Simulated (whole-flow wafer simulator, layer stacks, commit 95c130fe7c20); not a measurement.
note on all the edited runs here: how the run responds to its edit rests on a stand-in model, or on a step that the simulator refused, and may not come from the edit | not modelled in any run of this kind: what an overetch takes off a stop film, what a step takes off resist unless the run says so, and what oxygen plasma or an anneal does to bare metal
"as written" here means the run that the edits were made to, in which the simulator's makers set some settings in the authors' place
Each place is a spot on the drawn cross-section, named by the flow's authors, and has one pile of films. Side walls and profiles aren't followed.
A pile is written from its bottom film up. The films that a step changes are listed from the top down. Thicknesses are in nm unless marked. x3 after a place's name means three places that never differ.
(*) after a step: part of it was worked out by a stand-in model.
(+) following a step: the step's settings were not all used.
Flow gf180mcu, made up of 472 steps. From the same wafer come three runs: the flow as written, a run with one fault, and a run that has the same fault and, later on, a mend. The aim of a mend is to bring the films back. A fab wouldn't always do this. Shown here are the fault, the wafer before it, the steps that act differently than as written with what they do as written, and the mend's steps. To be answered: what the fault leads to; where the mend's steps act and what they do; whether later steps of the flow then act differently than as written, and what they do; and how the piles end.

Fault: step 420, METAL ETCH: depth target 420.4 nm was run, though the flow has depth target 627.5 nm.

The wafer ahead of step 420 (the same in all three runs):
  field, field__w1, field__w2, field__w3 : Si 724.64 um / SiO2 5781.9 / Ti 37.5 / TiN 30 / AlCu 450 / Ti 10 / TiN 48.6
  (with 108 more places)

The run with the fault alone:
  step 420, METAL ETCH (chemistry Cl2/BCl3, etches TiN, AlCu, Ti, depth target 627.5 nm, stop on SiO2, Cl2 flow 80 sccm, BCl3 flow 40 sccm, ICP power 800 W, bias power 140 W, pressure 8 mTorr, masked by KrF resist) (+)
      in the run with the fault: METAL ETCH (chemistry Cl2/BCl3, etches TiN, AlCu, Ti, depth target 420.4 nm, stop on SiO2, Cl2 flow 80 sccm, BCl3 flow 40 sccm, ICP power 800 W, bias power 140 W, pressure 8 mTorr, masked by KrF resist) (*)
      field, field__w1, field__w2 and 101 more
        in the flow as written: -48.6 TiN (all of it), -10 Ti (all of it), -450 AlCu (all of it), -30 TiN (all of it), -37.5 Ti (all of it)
        in the run with the fault: -48.6 TiN (all of it), -10 Ti (all of it), -361.8 AlCu
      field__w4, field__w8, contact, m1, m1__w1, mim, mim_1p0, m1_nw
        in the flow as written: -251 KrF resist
        in the run with the fault: -168.2 KrF resist
  Steps later in the flow that act otherwise than as written (1 other step is not shown; it differs only slightly, by no more than 2% or 0.5 nm, whichever is larger):
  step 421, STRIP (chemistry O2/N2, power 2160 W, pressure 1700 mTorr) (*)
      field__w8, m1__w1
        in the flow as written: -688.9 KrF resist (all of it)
        in the run with the fault: -771.7 KrF resist (all of it)
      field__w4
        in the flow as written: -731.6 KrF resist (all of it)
        in the run with the fault: -814.5 KrF resist (all of it)
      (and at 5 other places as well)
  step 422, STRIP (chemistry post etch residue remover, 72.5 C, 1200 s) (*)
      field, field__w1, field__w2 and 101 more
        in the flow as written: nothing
        in the run with the fault: -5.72 AlCu
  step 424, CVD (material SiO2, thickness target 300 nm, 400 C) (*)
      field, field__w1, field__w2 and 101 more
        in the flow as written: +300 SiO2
        in the run with the fault: +300 SiO2 (new film)
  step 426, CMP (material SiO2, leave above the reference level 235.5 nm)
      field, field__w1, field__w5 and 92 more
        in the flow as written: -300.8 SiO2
        in the run with the fault: -450.8 SiO2
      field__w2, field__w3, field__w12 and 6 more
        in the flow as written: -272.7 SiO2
        in the run with the fault: -429.4 SiO2
  At field, field__w1, field__w2 and 101 more, the piles at the end differ from the flow's by more than 2% or 0.5 nm, whichever is larger.
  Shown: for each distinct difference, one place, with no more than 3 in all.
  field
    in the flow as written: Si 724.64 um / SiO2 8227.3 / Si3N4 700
    in the run with the fault: Si 724.64 um / SiO2 5781.9 / Ti 37.5 / TiN 30 / AlCu 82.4 / SiO2 2295.4 / Si3N4 700
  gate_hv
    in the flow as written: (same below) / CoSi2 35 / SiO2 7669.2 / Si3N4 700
    in the run with the fault: (same below) / CoSi2 35 / SiO2 5223.8 / Ti 37.5 / TiN 30 / AlCu 82.4 / SiO2 2295.4 / Si3N4 700
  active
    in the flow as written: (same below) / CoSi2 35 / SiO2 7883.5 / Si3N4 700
    in the run with the fault: (same below) / CoSi2 35 / SiO2 5438.1 / Ti 37.5 / TiN 30 / AlCu 82.4 / SiO2 2295.4 / Si3N4 700

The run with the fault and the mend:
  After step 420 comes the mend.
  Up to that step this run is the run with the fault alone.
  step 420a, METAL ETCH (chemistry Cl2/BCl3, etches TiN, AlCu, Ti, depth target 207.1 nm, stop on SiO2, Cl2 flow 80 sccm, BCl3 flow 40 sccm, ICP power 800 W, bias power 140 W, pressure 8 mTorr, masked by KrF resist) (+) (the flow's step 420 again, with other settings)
      field, field__w1, field__w2 and 101 more
        -88.2 AlCu (all of it), -30 TiN (all of it), -37.5 Ti (all of it)
      field__w4, field__w8, contact, m1, m1__w1, mim, mim_1p0, m1_nw
        -82.8 KrF resist
  None of the later steps of the flow acts differently than as written at any place that is followed.
  By the end, the piles equal the flow's at every place that both follow.
